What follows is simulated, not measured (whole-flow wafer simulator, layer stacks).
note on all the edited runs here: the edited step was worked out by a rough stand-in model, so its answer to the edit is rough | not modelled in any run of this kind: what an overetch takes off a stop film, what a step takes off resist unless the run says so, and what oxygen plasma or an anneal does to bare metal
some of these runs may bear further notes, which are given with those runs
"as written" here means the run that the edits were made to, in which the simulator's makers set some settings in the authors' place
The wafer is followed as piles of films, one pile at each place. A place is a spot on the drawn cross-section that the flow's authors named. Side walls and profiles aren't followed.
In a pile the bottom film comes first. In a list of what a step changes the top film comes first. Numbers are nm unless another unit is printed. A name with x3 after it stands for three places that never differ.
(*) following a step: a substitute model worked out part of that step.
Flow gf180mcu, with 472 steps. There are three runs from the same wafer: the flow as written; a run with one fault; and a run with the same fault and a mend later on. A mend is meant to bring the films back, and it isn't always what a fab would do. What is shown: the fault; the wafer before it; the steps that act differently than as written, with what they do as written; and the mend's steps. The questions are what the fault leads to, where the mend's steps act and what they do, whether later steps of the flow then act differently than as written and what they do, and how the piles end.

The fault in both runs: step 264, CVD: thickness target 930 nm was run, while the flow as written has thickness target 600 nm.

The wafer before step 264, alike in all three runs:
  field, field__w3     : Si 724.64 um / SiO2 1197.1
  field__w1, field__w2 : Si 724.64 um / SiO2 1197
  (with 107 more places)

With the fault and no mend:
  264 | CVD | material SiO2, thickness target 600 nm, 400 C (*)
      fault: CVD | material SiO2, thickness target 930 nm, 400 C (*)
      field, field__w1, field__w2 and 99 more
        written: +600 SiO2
        fault: +930 SiO2
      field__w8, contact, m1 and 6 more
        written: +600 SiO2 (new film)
        fault: +930 SiO2 (new film)
  Steps later in the flow that act otherwise than as written:
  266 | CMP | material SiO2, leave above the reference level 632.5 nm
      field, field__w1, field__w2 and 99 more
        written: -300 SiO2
        fault: -630 SiO2
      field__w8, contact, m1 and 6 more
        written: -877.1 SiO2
        fault: -1207.1 SiO2
  The piles end the same as the flow's at every place that both follow.

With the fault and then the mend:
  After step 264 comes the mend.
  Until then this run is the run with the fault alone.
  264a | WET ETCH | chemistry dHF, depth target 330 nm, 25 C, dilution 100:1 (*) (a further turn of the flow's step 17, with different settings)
      field, field__w1, field__w2 and 108 more
        -330 SiO2
  Later steps of the flow that are run all act as written at every place that is followed.
  The piles end the same as the flow's at every place that both follow.
